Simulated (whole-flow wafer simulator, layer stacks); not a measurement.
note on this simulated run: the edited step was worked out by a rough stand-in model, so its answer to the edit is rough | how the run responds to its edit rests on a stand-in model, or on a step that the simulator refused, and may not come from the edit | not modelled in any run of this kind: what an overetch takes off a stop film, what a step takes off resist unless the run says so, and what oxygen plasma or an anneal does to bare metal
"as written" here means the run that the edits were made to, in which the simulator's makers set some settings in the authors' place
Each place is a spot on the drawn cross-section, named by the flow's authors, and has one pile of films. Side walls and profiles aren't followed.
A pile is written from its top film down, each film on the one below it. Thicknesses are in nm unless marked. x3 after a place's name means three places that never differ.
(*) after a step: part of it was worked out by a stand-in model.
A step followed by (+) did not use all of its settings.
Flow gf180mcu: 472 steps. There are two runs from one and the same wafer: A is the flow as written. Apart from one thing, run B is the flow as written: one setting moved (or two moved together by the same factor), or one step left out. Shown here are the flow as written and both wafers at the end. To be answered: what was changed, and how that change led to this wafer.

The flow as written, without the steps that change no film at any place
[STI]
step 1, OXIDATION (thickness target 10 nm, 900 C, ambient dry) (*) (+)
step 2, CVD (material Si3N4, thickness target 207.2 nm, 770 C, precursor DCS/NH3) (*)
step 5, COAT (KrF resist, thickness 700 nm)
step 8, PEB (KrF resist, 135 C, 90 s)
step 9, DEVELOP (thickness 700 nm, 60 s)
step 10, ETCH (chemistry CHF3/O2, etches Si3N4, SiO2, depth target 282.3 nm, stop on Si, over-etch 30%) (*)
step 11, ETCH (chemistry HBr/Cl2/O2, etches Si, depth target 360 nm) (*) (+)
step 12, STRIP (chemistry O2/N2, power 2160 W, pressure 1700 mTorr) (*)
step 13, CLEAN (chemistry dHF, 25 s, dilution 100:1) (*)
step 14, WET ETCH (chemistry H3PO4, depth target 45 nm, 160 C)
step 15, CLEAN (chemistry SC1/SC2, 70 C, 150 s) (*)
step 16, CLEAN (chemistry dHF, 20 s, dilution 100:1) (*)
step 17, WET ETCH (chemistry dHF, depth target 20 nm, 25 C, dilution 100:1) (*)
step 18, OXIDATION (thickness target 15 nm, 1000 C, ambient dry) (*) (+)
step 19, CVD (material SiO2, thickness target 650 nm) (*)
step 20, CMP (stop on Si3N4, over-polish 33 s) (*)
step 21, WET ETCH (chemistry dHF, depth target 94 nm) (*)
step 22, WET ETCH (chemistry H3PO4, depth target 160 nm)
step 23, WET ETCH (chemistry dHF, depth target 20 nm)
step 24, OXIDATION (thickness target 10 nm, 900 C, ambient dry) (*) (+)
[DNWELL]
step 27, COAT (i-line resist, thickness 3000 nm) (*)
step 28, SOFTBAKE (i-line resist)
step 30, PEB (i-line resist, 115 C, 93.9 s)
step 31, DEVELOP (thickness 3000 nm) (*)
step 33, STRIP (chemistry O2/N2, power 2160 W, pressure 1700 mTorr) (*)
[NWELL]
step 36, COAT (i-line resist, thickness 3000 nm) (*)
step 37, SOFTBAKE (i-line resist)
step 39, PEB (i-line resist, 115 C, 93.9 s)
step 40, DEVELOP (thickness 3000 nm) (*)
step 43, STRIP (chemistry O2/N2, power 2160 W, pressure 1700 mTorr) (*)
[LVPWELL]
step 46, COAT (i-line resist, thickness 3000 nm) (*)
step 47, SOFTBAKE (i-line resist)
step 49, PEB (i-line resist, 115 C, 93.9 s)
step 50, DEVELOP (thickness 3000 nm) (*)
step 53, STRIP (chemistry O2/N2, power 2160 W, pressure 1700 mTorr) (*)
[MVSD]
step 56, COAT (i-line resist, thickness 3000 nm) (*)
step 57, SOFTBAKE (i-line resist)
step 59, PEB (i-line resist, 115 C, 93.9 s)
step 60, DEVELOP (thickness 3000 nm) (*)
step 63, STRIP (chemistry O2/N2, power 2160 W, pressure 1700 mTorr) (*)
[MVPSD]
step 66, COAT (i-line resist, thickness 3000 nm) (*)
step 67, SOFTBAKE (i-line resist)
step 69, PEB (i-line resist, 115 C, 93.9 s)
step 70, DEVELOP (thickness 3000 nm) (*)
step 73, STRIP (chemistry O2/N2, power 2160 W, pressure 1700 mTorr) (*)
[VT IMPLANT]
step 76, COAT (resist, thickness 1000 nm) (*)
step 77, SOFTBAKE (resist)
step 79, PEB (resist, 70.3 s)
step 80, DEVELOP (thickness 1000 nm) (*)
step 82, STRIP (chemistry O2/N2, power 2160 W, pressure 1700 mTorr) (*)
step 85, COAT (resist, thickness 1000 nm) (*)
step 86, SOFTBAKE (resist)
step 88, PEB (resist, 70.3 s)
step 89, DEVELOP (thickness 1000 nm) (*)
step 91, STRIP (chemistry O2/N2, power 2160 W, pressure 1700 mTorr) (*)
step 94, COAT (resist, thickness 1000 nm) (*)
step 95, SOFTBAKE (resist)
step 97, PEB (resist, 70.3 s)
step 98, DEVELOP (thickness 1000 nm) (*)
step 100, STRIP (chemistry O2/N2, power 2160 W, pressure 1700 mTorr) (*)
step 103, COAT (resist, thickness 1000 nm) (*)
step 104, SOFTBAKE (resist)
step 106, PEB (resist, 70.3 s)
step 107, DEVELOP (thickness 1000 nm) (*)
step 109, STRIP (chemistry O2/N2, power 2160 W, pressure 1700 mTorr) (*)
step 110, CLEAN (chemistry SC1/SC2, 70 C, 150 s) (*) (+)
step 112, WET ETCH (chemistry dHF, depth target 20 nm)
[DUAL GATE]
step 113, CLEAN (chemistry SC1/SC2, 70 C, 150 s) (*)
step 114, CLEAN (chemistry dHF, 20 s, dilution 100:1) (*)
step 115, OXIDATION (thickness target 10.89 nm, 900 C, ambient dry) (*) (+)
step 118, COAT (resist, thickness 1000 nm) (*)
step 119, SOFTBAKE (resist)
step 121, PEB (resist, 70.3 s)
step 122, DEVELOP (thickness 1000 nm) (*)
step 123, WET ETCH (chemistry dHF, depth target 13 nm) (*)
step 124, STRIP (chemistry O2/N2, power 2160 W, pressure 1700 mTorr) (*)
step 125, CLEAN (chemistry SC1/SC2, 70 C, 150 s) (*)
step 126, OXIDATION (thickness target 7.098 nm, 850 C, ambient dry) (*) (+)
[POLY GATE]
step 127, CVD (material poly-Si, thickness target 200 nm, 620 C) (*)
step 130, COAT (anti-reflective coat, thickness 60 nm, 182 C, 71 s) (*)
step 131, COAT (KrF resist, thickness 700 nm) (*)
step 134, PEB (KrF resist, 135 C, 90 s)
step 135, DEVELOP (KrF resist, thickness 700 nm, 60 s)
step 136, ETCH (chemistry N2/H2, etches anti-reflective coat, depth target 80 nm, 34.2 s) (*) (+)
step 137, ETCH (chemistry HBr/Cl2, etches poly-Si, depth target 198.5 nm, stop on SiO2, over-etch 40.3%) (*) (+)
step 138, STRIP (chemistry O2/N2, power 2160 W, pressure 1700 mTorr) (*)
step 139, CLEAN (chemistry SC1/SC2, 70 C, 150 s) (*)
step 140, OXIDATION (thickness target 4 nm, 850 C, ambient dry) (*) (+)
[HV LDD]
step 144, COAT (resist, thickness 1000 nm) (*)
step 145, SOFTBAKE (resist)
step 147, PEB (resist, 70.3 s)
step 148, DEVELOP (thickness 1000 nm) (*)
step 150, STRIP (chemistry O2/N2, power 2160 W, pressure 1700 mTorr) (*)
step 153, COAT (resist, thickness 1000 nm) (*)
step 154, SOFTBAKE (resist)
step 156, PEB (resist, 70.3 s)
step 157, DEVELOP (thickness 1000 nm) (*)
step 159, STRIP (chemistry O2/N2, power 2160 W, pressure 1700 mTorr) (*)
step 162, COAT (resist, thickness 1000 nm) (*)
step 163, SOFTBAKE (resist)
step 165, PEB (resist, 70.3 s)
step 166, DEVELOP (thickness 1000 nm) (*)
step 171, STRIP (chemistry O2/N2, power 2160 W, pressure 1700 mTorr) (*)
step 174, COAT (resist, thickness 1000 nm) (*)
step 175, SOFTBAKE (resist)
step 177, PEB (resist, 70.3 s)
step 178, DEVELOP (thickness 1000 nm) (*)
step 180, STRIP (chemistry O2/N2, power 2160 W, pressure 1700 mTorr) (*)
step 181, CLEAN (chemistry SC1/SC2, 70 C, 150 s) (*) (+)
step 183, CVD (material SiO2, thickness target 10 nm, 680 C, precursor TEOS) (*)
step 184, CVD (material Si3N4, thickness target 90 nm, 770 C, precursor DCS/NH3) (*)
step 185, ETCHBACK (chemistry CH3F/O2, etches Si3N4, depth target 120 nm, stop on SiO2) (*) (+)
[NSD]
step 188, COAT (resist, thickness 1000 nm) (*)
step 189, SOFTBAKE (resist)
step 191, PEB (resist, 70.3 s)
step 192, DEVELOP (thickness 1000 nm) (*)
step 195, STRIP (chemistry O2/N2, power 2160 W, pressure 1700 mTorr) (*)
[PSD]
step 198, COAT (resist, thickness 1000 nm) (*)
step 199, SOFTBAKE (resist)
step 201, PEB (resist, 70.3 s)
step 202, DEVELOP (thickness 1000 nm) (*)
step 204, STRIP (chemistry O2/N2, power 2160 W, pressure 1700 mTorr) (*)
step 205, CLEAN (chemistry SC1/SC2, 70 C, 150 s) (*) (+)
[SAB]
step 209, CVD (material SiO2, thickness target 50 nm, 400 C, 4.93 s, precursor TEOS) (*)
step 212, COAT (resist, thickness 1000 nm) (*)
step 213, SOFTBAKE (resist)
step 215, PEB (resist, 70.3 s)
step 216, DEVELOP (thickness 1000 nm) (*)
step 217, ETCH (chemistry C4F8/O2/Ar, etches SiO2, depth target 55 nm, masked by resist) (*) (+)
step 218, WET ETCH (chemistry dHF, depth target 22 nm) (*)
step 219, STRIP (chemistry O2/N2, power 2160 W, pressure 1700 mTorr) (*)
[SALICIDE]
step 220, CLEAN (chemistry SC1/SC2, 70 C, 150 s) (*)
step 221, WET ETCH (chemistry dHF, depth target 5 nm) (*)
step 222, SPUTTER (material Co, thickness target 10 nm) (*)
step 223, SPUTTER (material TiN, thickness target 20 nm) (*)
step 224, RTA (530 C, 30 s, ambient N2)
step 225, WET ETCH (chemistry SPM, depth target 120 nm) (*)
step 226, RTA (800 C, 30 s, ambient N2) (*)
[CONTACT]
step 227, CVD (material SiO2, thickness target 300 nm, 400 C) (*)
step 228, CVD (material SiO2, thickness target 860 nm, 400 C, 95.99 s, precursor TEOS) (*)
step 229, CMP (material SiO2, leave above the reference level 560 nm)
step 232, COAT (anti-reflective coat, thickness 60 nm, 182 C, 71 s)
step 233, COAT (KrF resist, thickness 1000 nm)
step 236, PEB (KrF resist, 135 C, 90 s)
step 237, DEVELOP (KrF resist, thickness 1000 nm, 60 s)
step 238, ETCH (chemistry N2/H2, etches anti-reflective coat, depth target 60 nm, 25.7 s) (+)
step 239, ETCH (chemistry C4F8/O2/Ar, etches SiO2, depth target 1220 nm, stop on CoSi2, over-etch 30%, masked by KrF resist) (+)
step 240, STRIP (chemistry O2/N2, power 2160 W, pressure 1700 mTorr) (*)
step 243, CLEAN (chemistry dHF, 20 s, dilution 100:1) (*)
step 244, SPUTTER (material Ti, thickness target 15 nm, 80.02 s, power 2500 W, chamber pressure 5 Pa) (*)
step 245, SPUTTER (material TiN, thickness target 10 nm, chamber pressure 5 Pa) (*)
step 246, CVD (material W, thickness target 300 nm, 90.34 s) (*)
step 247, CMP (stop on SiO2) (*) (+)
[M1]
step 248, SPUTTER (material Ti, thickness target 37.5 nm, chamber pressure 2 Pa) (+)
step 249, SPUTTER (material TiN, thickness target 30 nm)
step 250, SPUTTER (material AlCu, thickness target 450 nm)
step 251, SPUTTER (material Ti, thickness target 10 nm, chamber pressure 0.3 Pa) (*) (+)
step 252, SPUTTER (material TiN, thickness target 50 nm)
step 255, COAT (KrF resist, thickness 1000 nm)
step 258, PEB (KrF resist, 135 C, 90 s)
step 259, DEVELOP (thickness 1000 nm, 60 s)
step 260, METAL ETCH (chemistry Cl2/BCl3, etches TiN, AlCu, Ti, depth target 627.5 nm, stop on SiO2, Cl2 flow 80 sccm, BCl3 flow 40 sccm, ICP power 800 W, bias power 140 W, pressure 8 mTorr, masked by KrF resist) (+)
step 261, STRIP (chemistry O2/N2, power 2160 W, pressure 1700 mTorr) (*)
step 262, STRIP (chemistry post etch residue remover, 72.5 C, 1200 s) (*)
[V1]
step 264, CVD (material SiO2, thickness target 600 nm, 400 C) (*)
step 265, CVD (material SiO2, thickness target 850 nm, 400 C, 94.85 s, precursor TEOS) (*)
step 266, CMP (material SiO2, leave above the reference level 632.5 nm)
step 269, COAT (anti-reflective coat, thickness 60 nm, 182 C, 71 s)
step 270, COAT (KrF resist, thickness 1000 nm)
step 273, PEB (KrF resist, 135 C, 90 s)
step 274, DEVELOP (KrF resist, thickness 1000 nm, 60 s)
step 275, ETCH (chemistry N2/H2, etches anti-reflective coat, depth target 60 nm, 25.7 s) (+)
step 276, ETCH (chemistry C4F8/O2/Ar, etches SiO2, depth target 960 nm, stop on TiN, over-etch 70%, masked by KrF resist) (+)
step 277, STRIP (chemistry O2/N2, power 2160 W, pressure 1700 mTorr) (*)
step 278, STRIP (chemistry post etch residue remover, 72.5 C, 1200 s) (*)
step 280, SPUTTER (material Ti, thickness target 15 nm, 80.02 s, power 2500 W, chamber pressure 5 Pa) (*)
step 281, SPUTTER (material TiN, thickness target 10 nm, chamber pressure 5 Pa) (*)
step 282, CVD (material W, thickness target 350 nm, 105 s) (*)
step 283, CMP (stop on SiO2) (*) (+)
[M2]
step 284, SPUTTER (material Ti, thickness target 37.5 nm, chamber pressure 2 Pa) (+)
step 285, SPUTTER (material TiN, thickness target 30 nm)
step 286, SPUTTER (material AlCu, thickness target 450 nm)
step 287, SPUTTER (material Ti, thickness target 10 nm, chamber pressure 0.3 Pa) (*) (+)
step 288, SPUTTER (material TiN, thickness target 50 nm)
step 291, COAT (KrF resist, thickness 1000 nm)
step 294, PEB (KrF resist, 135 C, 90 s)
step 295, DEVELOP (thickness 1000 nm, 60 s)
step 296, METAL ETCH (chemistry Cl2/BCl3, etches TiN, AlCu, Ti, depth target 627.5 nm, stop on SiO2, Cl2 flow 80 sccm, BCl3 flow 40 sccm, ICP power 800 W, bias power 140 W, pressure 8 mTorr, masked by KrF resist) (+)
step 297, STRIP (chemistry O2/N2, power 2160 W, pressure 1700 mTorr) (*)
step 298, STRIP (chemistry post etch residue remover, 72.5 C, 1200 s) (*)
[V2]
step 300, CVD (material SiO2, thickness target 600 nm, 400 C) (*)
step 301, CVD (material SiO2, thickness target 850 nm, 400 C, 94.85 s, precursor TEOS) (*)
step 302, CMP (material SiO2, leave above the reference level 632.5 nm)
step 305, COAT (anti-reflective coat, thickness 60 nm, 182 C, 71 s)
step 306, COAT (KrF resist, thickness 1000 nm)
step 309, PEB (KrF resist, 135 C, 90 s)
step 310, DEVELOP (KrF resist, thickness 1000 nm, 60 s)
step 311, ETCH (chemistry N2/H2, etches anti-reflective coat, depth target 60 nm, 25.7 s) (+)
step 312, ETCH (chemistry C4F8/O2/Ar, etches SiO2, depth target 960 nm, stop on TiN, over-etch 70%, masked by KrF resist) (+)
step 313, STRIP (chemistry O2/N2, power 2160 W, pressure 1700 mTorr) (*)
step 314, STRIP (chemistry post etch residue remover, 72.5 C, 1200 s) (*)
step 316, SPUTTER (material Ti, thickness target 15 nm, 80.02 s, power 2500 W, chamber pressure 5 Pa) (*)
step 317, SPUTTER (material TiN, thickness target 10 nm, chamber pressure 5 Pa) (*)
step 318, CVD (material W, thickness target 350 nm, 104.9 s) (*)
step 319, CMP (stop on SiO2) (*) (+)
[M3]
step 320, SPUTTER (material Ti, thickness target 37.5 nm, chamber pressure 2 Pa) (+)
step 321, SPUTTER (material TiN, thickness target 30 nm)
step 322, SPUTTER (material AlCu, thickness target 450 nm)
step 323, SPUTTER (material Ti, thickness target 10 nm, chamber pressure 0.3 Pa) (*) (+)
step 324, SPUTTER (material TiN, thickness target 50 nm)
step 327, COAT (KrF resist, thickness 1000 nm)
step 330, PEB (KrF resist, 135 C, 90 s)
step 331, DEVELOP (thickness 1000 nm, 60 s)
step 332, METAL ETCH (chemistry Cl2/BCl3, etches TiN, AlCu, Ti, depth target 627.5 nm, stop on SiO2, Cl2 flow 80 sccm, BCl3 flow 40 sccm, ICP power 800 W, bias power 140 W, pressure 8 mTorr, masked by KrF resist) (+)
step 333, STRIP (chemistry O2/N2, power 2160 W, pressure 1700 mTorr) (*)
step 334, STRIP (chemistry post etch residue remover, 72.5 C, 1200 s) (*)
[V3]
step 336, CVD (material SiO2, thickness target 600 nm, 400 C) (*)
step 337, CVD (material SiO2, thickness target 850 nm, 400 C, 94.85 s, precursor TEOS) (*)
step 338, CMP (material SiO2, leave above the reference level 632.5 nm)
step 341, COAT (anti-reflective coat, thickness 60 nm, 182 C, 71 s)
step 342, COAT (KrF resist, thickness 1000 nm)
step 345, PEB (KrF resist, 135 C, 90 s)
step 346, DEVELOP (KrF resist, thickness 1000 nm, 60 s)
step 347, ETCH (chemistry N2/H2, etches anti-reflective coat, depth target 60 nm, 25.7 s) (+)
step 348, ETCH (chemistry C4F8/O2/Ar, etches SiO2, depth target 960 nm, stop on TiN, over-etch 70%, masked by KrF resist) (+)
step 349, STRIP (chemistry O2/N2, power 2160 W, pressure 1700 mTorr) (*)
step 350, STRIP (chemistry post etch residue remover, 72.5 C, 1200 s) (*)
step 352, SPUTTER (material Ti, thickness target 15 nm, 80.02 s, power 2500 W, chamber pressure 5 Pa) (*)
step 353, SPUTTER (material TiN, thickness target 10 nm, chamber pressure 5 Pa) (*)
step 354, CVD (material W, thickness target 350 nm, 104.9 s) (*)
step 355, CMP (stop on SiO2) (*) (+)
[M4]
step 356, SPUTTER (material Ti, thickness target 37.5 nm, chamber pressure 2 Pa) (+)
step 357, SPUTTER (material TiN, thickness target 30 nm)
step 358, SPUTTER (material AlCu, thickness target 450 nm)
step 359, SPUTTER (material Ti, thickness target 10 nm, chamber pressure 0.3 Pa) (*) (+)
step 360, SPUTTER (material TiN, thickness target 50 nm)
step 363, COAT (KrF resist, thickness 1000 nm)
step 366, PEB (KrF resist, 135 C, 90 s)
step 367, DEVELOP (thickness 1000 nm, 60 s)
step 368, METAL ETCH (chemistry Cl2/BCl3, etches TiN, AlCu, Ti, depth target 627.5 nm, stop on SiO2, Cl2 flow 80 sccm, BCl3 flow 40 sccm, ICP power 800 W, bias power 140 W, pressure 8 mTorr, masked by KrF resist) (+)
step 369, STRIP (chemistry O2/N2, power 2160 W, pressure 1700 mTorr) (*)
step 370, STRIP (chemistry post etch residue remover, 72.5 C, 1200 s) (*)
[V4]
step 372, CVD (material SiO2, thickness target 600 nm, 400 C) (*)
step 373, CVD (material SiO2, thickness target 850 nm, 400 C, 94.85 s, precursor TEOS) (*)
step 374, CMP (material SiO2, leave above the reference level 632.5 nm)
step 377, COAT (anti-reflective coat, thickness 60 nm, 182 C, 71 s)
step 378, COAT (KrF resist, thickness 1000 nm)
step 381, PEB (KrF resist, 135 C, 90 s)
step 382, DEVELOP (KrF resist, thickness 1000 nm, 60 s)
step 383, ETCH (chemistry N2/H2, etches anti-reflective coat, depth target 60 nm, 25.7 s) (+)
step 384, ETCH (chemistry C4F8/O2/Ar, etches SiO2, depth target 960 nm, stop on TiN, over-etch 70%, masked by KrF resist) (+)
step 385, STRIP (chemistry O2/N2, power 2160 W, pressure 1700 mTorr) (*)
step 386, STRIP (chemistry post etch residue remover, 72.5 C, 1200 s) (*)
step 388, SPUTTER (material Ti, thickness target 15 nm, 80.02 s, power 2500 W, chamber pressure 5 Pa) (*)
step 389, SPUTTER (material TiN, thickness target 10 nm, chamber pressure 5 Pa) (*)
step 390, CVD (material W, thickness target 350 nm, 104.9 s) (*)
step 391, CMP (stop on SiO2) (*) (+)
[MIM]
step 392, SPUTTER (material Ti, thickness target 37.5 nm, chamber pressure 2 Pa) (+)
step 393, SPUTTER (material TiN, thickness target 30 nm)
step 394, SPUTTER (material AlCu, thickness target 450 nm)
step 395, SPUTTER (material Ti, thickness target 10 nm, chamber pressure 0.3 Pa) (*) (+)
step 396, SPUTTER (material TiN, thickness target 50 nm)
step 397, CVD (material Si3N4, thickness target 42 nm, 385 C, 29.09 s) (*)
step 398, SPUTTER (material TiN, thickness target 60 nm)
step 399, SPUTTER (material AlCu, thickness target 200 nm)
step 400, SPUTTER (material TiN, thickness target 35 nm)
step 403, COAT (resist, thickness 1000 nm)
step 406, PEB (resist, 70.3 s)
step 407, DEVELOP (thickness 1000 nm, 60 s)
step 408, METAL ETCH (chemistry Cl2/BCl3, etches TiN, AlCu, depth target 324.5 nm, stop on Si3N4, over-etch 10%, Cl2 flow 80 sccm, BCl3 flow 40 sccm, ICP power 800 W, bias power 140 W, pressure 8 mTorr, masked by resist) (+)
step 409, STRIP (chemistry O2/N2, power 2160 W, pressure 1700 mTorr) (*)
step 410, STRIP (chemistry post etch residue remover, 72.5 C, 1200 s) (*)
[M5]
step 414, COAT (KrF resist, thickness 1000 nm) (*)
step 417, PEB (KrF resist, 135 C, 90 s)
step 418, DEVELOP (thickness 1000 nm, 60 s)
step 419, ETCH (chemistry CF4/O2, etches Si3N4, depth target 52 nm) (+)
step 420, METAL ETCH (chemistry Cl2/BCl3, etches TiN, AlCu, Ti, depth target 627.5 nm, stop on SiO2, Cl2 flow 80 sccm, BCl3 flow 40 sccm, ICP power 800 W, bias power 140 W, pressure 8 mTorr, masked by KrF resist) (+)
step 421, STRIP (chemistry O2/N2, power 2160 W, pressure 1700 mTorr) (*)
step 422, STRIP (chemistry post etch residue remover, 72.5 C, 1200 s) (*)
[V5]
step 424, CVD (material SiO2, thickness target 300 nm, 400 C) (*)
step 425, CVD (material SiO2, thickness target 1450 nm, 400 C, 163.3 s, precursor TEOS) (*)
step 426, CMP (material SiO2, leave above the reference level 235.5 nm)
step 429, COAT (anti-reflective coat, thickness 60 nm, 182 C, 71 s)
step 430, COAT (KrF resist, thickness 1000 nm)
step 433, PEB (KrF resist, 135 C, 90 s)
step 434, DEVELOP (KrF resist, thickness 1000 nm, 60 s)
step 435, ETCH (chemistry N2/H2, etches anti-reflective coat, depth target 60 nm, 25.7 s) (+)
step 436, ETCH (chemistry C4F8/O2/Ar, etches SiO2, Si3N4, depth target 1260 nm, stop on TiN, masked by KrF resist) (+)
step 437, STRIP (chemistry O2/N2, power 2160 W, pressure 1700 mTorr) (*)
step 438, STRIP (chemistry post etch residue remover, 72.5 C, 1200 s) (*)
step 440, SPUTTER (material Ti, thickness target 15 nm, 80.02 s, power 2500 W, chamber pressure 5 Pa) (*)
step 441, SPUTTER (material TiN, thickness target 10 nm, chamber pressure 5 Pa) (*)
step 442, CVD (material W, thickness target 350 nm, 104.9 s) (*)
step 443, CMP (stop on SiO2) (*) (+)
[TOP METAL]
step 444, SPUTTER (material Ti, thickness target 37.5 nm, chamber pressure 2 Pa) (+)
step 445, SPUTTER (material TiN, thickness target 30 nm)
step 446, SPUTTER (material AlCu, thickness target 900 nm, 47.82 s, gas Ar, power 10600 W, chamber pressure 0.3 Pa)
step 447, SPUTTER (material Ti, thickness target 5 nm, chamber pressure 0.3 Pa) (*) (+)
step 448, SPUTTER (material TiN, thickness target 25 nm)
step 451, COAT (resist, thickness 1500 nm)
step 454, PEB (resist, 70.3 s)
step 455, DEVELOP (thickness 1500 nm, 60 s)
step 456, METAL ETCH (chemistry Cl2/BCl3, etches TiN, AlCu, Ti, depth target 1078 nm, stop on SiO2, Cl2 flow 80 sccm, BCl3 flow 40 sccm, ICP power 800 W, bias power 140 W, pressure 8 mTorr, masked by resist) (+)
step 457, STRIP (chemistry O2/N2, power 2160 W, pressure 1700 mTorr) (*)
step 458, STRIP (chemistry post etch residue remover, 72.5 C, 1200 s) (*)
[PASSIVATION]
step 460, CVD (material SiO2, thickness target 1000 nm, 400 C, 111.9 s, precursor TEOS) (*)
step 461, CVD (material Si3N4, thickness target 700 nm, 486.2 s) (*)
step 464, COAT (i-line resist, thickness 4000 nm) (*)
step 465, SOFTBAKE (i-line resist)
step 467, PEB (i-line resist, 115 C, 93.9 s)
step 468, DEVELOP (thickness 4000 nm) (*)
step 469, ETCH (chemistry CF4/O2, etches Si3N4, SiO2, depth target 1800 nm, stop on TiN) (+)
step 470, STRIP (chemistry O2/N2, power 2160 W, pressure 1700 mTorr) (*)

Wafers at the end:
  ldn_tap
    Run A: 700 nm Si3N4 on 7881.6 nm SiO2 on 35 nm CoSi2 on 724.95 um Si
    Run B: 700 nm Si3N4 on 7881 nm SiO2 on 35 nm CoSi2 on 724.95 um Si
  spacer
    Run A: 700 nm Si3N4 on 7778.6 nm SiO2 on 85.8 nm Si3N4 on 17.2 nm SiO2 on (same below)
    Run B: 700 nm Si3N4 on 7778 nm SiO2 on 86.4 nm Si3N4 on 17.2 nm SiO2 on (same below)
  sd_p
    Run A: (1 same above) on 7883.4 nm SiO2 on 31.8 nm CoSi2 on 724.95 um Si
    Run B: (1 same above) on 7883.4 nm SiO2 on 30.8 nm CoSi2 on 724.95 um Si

Cause: step 209, CVD: thickness target 70 nm was run, while the flow as written has thickness target 50 nm; step 209, CVD: 6.902 s was run, where the flow has 4.93 s.

How this came from the change, step by step:
  step 209, CVD (material SiO2, thickness target 50 nm, 400 C, 4.93 s, precursor TEOS) (*)
      field, field__w7, field__w8 and 73 more: A +50 SiO2 | B +69.3 SiO2
      field_sub__w1, field_sub__w3, field_sub__w4, field_sub__w5, ld_drift_n: A +48.9 SiO2 | B +67.8 SiO2
      (as well as at 28 more places)
  step 217, ETCH (chemistry C4F8/O2/Ar, etches SiO2, depth target 55 nm, masked by resist) (*) (+)
      spacer: A -50 SiO2 (all of it), -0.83 Si3N4 | B -55 SiO2
  step 218, WET ETCH (chemistry dHF, depth target 22 nm) (*)
      ldn_tap, ldn_src, ldn_drn, ldp_tap, ldp_src, ldp_drn, ldp_gr: A -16 SiO2 (all of it) | B -34.4 SiO2
      ld_drn_n, ld_sd_p: A -14.8 SiO2 (all of it) | B -33.2 SiO2
      (as well as at 91 more places)
  step 219, STRIP (chemistry O2/N2, power 2160 W, pressure 1700 mTorr) (*)
      active_hv, active_nat, ld_drn_n and 9 more: A +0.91 chemical SiO2 (new film), -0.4 Si | B nothing
  step 220, CLEAN (chemistry SC1/SC2, 70 C, 150 s) (*)
      active_hv: A -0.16 chemical SiO2, -0.23 Si | B -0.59 SiO2 (all of it)
      sd_p_hv: A -0.16 chemical SiO2, -0.23 Si | B -0.62 SiO2 (all of it)
  step 221, WET ETCH (chemistry dHF, depth target 5 nm) (*)
      ldn_tap, ldn_src, ldn_drn, ldp_tap, ldp_src, ldp_drn, ldp_gr: A -0.76 chemical SiO2 (all of it) | B -0.55 SiO2 (all of it)
      active_hv, active_nat, ld_drn_n, ld_sd_p, sd_p_hv: A -0.76 chemical SiO2 (all of it) | B nothing
  step 223, SPUTTER (material TiN, thickness target 20 nm) (*)
      field__w12: A +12 TiN (new film) | B +12.7 TiN (new film)
      sd_p: A +17.9 TiN (new film) | B +17.3 TiN (new film)
      (as well as at 1 more place)
  step 224, RTA (530 C, 30 s, ambient N2)
      sd_p: A under 1 film: +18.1 CoSi (new film), -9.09 Co (all of it), -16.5 Si | B under 1 film: +17.5 CoSi (new film), -8.8 Co (all of it), -16 Si
  step 225, WET ETCH (chemistry SPM, depth target 120 nm) (*)
      field__w12: A -12 TiN (all of it), -6.15 Co (all of it) | B -12.7 TiN (all of it), -6.44 Co (all of it)
      sd_p: A -17.9 TiN (all of it) | B -17.3 TiN (all of it)
      (as well as at 1 more place)
  step 226, RTA (800 C, 30 s, ambient N2) (*)
      sd_p: A +31.8 CoSi2 (new film), -18.1 CoSi (all of it), -16.5 Si | B +30.8 CoSi2 (new film), -17.5 CoSi (all of it), -16 Si
  step 229, CMP (material SiO2, leave above the reference level 560 nm)
      ldn_sep__w1, ldn_sep__w2, ldn_dft and 8 more: A -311 SiO2 | B -319.2 SiO2
      sti, mim_1p0, pad, dice_street, iso_nw_fld, iso_fld_sub: A -296.8 SiO2 | B -305 SiO2
      (as well as at 43 more places)
